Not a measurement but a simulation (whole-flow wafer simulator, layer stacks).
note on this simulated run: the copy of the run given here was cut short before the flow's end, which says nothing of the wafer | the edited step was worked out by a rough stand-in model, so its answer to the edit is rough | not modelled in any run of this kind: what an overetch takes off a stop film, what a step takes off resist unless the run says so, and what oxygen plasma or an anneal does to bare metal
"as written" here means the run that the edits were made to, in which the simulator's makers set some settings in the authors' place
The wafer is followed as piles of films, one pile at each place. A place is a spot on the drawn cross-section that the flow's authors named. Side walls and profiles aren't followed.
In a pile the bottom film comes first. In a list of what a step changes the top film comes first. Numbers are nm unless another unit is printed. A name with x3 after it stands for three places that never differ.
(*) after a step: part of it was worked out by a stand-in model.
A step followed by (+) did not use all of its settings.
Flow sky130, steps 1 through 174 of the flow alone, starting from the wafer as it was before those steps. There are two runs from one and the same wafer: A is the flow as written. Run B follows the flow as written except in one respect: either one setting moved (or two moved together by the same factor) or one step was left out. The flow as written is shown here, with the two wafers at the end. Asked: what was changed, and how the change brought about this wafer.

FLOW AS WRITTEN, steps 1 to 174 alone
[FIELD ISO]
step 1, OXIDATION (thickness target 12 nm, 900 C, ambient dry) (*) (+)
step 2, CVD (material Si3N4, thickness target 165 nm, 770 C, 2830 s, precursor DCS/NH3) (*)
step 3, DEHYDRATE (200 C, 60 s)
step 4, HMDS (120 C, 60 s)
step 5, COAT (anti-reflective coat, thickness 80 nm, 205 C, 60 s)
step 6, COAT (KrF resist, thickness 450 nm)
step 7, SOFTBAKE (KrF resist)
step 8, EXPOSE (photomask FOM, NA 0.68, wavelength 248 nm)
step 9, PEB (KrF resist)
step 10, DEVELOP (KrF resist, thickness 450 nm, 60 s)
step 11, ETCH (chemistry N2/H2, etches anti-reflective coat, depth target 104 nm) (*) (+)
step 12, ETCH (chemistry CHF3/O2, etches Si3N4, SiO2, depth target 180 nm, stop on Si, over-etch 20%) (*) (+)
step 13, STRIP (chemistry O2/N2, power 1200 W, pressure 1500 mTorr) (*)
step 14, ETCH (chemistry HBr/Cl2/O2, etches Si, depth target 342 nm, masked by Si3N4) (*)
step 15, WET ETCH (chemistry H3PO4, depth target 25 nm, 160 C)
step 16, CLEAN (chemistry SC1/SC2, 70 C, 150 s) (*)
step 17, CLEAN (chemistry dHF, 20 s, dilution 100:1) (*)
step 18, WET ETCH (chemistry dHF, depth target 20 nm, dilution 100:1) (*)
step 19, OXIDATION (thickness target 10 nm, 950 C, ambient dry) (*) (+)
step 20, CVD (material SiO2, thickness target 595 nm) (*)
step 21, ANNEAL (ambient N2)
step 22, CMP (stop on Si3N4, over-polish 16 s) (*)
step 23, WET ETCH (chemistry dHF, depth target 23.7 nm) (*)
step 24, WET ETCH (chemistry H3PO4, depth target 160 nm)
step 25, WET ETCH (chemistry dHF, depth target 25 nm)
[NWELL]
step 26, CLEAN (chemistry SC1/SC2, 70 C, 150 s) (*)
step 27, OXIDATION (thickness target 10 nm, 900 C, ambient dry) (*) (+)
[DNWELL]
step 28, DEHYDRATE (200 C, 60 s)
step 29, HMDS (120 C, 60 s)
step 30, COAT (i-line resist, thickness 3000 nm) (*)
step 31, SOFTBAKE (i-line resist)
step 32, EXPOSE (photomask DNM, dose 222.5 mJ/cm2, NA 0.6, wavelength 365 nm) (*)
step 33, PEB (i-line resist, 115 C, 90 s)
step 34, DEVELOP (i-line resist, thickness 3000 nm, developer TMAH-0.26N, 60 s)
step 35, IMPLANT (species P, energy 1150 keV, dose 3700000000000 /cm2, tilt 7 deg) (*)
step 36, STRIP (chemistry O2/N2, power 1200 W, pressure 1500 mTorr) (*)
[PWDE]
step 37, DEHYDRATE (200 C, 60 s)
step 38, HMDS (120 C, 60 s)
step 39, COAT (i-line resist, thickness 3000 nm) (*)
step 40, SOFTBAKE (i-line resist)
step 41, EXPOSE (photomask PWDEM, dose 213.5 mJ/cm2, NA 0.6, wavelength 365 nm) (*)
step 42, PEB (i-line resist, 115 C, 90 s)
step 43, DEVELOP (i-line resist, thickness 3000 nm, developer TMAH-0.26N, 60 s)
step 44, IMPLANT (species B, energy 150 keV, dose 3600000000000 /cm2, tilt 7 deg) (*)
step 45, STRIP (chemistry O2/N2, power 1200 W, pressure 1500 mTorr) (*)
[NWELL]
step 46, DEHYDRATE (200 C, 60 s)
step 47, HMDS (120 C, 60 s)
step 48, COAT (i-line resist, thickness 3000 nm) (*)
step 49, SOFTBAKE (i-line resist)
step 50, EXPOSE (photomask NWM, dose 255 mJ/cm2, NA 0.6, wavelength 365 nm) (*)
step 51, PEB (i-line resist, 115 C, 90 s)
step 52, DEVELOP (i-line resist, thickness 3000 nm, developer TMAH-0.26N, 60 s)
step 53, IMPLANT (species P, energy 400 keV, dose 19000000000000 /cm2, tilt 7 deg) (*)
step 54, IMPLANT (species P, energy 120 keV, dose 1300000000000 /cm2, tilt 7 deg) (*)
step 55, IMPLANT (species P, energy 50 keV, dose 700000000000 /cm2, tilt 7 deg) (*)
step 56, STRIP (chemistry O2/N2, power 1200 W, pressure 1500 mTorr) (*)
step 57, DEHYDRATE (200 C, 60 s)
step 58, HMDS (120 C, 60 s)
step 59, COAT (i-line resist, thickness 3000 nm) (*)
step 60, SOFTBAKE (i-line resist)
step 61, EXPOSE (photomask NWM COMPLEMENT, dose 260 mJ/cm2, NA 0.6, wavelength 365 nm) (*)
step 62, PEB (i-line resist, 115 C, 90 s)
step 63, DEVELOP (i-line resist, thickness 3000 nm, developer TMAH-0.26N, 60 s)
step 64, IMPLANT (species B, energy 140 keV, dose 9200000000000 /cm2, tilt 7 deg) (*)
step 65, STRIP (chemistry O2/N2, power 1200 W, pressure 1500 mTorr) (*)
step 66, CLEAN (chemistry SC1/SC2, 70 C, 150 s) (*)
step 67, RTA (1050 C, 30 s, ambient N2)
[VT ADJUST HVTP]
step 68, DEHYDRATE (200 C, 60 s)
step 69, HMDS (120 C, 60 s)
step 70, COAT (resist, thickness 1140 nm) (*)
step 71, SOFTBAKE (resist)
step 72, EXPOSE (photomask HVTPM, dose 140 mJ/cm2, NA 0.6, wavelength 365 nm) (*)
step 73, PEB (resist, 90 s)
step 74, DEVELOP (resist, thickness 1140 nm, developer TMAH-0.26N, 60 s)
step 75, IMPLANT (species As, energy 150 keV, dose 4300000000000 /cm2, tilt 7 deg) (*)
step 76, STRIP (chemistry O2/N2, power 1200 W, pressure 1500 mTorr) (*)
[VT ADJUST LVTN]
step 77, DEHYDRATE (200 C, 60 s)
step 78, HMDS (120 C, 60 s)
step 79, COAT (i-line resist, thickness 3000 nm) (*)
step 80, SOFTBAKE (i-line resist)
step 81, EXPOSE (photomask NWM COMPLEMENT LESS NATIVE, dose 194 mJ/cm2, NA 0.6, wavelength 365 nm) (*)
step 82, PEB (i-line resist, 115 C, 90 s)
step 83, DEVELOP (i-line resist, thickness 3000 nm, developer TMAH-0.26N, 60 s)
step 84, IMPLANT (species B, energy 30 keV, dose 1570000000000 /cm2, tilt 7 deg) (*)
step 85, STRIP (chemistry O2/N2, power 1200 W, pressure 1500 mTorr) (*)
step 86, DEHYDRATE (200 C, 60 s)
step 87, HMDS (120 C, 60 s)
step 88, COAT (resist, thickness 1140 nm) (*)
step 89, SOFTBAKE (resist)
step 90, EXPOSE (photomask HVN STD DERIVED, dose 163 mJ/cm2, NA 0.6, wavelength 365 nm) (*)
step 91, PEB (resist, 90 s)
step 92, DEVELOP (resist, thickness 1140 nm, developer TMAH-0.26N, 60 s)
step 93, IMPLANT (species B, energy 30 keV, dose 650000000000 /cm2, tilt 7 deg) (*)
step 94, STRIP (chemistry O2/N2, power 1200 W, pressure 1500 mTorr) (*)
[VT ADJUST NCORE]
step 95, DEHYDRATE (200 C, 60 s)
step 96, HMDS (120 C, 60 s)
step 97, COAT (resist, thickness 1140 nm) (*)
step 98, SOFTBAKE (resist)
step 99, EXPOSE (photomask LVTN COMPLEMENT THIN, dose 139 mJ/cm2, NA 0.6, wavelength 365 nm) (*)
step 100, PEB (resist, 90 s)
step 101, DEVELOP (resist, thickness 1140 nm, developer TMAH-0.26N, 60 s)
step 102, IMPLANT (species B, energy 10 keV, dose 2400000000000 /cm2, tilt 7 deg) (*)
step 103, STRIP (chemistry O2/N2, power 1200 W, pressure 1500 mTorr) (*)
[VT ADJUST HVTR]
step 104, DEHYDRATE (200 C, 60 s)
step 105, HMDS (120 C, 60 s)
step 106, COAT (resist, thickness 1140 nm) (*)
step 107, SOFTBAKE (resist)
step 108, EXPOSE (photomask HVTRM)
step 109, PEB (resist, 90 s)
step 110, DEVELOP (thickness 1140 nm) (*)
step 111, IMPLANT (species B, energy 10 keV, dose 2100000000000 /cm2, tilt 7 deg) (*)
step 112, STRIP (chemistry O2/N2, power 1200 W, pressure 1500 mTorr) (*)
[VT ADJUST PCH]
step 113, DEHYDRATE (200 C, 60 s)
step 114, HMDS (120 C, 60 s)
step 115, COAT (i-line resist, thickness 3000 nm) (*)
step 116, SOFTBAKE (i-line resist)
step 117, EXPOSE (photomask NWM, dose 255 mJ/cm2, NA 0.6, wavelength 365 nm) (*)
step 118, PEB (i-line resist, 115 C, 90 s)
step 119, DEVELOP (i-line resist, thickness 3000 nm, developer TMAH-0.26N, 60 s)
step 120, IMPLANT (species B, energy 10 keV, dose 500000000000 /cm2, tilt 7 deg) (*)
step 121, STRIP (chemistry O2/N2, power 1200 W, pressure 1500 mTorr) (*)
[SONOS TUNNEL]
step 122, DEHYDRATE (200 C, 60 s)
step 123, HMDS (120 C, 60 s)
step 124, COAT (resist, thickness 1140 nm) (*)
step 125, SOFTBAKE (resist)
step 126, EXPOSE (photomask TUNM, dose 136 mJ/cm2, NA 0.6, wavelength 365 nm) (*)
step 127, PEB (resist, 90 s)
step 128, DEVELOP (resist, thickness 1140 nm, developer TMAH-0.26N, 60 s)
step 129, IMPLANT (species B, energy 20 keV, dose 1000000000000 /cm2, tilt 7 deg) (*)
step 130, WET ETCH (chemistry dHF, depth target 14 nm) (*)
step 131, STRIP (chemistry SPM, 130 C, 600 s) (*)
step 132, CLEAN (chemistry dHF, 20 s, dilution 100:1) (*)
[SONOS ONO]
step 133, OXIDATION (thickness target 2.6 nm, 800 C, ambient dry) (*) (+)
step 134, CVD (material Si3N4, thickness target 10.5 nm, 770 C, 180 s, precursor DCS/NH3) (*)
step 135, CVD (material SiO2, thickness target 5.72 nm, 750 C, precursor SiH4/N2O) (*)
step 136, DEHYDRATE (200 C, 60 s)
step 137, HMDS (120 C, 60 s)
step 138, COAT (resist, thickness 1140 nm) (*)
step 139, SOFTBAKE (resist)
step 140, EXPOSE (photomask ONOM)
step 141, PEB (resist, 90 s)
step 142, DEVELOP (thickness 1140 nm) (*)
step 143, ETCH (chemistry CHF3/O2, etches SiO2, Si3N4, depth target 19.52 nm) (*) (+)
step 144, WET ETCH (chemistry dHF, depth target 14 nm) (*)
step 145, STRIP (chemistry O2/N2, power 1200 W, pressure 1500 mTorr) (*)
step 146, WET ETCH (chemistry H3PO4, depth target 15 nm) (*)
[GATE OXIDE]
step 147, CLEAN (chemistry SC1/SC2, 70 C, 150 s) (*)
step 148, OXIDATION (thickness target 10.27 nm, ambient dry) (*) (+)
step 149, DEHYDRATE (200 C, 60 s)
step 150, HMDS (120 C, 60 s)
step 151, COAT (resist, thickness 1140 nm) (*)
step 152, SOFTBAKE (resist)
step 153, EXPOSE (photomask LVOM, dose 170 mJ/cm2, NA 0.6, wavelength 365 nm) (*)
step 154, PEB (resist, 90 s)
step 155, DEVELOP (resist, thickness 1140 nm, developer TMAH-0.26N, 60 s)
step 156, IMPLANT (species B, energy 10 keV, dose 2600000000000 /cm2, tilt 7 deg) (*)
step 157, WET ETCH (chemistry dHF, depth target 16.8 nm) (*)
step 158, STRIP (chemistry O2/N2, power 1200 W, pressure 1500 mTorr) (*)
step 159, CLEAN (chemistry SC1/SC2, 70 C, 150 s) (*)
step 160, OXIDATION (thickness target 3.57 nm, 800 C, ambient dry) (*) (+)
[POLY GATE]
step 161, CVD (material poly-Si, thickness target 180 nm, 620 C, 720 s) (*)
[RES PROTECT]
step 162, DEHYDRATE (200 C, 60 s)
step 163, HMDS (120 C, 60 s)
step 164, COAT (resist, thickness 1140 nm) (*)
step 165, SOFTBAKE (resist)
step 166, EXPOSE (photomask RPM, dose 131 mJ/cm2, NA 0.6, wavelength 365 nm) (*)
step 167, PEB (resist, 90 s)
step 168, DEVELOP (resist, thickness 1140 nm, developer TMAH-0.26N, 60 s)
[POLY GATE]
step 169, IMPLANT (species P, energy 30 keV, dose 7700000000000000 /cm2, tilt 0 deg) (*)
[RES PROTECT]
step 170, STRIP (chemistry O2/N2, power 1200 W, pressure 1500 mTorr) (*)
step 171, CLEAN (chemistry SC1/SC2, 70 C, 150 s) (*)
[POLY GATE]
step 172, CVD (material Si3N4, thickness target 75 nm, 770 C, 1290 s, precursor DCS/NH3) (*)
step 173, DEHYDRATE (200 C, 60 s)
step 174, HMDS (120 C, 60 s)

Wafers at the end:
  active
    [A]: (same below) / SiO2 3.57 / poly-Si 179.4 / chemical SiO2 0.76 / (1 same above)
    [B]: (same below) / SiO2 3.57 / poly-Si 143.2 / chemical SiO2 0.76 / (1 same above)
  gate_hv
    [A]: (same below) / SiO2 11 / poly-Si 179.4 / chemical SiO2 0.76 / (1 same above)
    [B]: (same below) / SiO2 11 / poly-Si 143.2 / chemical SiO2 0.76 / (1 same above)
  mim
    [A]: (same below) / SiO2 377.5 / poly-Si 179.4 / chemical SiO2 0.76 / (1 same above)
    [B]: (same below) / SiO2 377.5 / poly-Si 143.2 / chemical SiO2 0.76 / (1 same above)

What caused this: step 161, CVD: 576 s was run, though the flow has 720 s.

How this came from the change, step by step:
  step 161, CVD (material poly-Si, thickness target 180 nm, 620 C, 720 s) (*)
      field, active, n_well and 186 more: A +180 poly-Si (new film) | B +143.8 poly-Si (new film)
      ndiff_dn: A +215.7 poly-Si (new film) | B +175.5 poly-Si (new film)
